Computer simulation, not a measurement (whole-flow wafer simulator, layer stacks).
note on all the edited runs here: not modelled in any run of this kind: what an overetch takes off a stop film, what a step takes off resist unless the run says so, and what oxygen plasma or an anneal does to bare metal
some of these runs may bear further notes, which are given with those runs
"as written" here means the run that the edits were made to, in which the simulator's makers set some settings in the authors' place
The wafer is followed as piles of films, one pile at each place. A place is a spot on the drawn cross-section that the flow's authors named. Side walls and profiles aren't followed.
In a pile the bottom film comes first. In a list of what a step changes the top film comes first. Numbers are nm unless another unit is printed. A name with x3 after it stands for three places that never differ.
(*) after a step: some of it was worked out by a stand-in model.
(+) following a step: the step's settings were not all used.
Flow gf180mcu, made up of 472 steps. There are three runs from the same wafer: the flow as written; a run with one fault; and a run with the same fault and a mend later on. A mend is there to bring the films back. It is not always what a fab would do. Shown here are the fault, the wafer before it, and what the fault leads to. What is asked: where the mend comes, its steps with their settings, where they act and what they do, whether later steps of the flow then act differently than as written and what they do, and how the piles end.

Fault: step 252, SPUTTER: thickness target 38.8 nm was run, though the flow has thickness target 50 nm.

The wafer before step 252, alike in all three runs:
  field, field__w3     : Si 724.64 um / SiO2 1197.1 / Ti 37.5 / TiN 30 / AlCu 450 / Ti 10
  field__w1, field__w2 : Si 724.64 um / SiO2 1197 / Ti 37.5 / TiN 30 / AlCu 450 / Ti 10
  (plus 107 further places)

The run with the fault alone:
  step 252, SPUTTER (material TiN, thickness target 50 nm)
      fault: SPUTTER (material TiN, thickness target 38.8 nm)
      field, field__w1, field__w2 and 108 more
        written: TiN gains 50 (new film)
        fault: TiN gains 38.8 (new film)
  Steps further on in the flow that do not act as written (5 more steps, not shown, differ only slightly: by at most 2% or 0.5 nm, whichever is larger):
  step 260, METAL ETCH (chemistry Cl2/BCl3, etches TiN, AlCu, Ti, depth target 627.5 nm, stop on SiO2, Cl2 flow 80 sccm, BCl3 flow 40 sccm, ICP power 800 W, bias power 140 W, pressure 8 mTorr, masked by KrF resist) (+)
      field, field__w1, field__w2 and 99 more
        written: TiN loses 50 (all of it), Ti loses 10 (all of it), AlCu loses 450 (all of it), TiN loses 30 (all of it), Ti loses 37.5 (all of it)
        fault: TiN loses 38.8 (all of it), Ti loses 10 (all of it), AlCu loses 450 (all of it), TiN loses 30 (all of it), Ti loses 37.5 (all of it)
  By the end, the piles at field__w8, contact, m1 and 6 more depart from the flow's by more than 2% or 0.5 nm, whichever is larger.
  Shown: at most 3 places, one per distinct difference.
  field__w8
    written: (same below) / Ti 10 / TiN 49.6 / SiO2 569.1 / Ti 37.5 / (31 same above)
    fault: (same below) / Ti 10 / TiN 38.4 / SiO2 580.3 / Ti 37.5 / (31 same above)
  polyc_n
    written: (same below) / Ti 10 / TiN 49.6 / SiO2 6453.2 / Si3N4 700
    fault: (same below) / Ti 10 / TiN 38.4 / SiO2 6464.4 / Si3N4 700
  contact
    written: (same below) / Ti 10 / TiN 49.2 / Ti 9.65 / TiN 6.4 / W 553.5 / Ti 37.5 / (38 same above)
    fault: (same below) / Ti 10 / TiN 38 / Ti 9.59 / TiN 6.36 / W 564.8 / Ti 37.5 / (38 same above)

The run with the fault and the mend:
  The mend follows step 259.
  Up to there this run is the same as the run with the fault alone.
  step 259a, STRIP (chemistry O2/N2, power 2160 W, pressure 1700 mTorr) (*)
      field__w8, contact, m1 and 6 more
        KrF resist loses 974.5 (all of it)
  step 259b, SPUTTER (material TiN, thickness target 11.2 nm) (the flow's step 252 again, with other settings)
      field, field__w1, field__w2 and 108 more
        TiN gains 11.2
  step 259c, HMDS (120 C, 60 s) (the flow's step 254 again)
      does not change any film at any place that is followed
  step 259d, COAT (KrF resist, thickness 1000 nm) (the flow's step 255 again)
      field, field__w1, field__w2 and 108 more
        KrF resist gains 1000 (new film)
  step 259e, SOFTBAKE (KrF resist) (the flow's step 256 again)
      does not change any film at any place that is followed
  step 259f, EXPOSE (photomask Metal1) (the flow's step 257 again)
      does not change any film at any place that is followed
  step 259g, PEB (KrF resist, 135 C, 90 s) (the flow's step 258 again)
      field, field__w1, field__w2 and 108 more
        KrF resist loses 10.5
  step 259h, DEVELOP (thickness 1000 nm, 60 s) (the flow's step 259 again)
      field, field__w1, field__w2 and 99 more
        KrF resist loses 989.5 (all of it)
      field__w8, contact, m1 and 6 more
        KrF resist loses 14.9
  Every later step of the flow that is run acts as written at every place that is followed.
  By the end, the piles equal the flow's at every place that both follow.
